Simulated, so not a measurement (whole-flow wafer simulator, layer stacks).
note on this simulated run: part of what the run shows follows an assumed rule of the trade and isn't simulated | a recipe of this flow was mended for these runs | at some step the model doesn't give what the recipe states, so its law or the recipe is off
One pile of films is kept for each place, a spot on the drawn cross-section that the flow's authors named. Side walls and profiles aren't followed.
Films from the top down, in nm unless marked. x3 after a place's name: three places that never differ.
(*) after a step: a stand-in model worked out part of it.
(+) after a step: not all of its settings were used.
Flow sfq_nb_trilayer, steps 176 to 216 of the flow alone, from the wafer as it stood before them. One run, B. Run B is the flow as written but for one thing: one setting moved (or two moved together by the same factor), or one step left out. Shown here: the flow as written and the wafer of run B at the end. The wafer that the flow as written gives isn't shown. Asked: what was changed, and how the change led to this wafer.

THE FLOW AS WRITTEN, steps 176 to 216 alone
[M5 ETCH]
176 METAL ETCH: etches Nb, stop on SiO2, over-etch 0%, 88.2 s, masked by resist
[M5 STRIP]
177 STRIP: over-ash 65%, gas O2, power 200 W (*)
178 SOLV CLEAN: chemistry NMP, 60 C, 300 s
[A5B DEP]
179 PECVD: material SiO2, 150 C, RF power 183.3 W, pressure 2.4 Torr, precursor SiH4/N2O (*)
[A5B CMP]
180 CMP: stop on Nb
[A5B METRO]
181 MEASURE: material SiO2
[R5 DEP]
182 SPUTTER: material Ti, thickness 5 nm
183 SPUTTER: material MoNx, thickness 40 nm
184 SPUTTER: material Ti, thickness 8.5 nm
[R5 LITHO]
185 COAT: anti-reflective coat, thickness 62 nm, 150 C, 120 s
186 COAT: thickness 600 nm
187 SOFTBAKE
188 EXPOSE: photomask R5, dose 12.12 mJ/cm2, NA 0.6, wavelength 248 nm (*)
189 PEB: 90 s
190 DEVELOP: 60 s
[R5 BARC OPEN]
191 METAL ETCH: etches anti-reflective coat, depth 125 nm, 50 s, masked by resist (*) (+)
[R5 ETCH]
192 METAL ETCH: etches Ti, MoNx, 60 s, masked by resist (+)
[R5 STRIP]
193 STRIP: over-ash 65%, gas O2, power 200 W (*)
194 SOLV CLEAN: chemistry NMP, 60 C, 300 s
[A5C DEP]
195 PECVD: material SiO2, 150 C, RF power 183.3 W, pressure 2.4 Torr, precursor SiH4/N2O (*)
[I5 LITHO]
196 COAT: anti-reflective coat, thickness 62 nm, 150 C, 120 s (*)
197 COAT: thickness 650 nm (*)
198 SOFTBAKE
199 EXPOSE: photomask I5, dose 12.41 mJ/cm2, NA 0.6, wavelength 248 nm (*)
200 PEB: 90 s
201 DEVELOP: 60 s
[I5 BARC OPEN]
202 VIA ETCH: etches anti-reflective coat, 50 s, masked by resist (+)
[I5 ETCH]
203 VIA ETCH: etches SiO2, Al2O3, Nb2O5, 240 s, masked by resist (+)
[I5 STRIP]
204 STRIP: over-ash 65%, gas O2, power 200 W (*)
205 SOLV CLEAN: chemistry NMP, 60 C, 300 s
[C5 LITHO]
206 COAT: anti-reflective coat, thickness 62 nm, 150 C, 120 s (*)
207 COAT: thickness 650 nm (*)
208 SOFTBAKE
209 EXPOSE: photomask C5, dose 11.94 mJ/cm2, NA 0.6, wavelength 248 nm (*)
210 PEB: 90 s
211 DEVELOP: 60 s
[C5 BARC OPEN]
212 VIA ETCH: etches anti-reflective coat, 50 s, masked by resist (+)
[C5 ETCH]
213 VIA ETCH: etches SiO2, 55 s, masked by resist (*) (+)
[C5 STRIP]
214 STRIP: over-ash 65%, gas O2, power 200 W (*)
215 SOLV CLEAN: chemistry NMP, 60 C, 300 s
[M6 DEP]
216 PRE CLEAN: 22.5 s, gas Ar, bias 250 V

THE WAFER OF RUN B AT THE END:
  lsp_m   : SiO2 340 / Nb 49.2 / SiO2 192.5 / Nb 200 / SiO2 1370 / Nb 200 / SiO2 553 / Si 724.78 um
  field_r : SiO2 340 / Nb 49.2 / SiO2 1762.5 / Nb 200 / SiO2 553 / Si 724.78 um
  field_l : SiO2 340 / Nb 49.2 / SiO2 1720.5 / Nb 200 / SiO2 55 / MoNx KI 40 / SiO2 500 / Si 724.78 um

The cause: step 176, METAL ETCH: 44.1 s was run, where the flow has 88.2 s.

How the change led to this, step by step:
  176 METAL ETCH: etches Nb, stop on SiO2, over-etch 0%, 88.2 s, masked by resist
      field_l, res, r_end and 47 more: Al2O3 -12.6 (all of it), Nb2O5 -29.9 (all of it), Nb -90 (as written it would be: Al2O3 -12.6 (all of it), Nb2O5 -29.9 (all of it), Nb -139.2 (all of it), SiO2 -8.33)
      r_sur, wl_a_sl, wl_a_m6: Al2O3 -12.5 (all of it), Nb2O5 -29.9 (all of it), Nb -90 (as written it would be: Al2O3 -12.5 (all of it), Nb2O5 -29.9 (all of it), Nb -139.2 (all of it), SiO2 -8.33)
      (and at 53 more places)
  177 STRIP: over-ash 65%, gas O2, power 200 W (*)
      l0r_line_l x3, l0r_space_c x19, m0r_space_l x2 and 6 more: KrF-resist-other-grade -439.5 (all of it), anti-reflective coat -62 (all of it) (as written it would be: KrF-resist-other-grade -373.3 (all of it), anti-reflective coat -62 (all of it))
      v_sur: KrF-resist-other-grade -432.7 (all of it), anti-reflective coat -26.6 (all of it) (as written it would be: KrF-resist-other-grade -366.5 (all of it), anti-reflective coat -26.6 (all of it))
      (and at 22 more places)
  179 PECVD: material SiO2, 150 C, RF power 183.3 W, pressure 2.4 Torr, precursor SiH4/N2O (*)
      field_l, lsp_m, ln_m6 and 44 more: SiO2 +600 (new film) (as written it would be: SiO2 +600)
      r_sur, res, r_end, moat, field_r, lsp_l: SiO2 +600 (new film) (as written it would be: SiO2 +593.1)
  180 CMP: stop on Nb
      field_l, lsp_m, ln_m6 and 42 more: SiO2 -320.9 (as written it would be: SiO2 -263.3)
      res, r_end, moat, field_r, lsp_l: SiO2 -320.9 (as written it would be: SiO2 -256.4)
      (and at 3 more places)
Counting metal films that touch as one body, lsp_m has 3 bodies (between them, from the top down: SiO2 192.5; SiO2 1370); the flow as written gives 2 bodies (between them, from the top down: SiO2 1370).
Counting metal films that touch as one body, field_r has 2 bodies (between them, from the top down: SiO2 1762.5); the flow as written gives 1 body.
Counting metal films that touch as one body, field_l has 3 bodies (between them, from the top down: SiO2 1720.5; SiO2 55); the flow as written gives 2 bodies (between them, from the top down: SiO2 55).
